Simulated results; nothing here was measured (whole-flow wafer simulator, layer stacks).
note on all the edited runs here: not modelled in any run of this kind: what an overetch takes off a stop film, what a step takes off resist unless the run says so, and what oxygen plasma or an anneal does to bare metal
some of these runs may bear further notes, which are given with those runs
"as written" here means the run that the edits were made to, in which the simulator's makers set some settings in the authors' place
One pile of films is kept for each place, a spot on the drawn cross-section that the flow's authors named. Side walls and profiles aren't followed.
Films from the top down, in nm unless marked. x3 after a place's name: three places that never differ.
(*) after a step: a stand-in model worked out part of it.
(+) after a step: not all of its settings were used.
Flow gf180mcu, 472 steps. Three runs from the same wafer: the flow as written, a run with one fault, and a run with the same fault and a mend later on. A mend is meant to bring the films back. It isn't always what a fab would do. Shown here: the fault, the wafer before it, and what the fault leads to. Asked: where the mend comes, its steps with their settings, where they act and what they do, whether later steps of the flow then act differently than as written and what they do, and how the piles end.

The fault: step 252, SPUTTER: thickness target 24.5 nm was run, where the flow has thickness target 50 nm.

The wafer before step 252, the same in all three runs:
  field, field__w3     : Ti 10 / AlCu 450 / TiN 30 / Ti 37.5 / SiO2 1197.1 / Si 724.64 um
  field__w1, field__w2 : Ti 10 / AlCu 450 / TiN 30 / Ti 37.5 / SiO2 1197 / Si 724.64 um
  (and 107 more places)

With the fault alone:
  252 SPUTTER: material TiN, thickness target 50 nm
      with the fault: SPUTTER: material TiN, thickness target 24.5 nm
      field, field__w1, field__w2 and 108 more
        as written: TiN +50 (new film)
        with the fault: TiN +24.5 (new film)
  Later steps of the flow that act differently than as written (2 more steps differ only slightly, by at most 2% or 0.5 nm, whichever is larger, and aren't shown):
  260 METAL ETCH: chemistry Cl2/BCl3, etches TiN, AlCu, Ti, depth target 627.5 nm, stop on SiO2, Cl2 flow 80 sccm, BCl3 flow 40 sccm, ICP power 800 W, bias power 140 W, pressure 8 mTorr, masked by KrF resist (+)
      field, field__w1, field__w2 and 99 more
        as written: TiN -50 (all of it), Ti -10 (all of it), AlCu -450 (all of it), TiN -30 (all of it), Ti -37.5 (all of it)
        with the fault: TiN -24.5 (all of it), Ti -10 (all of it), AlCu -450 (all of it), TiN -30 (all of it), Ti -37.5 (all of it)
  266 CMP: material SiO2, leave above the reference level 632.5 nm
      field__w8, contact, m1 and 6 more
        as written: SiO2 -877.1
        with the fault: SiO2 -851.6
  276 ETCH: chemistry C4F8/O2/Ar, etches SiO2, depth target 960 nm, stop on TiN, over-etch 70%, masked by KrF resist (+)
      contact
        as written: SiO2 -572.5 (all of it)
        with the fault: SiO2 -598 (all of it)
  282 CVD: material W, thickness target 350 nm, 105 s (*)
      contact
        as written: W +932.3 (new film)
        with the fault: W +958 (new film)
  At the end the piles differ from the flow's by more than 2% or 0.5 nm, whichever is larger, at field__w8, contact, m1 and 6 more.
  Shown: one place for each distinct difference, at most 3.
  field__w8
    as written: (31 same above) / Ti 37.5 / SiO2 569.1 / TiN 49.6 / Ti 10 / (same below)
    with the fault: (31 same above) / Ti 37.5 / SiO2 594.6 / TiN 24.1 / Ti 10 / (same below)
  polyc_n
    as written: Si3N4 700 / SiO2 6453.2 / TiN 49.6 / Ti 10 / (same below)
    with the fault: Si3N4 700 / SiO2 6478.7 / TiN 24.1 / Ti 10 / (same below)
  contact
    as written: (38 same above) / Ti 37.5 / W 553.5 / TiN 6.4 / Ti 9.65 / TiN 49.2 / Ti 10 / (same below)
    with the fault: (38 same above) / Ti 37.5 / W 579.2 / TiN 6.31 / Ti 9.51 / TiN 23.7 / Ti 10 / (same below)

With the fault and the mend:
  The mend comes after step 259.
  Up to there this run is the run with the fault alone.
  259a STRIP: chemistry O2/N2, power 2160 W, pressure 1700 mTorr (*)
      field__w8, contact, m1 and 6 more
        KrF resist -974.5 (all of it)
  259b SPUTTER: material TiN, thickness target 25.5 nm (the flow's step 252 once more, with other settings)
      field, field__w1, field__w2 and 108 more
        TiN +25.5
  259c HMDS: 120 C, 60 s (the flow's step 254 once more)
      changes no film at any place that is followed
  259d COAT: KrF resist, thickness 1000 nm (the flow's step 255 once more)
      field, field__w1, field__w2 and 108 more
        KrF resist +1000 (new film)
  259e SOFTBAKE: KrF resist (the flow's step 256 once more)
      changes no film at any place that is followed
  259f EXPOSE: photomask Metal1 (the flow's step 257 once more)
      changes no film at any place that is followed
  259g PEB: KrF resist, 135 C, 90 s (the flow's step 258 once more)
      field, field__w1, field__w2 and 108 more
        KrF resist -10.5
  259h DEVELOP: thickness 1000 nm, 60 s (the flow's step 259 once more)
      field, field__w1, field__w2 and 99 more
        KrF resist -989.5 (all of it)
      field__w8, contact, m1 and 6 more
        KrF resist -14.9
  No later step of the flow acts differently than as written at any place that is followed.
  At the end the piles are the same as the flow's at every place that both follow.
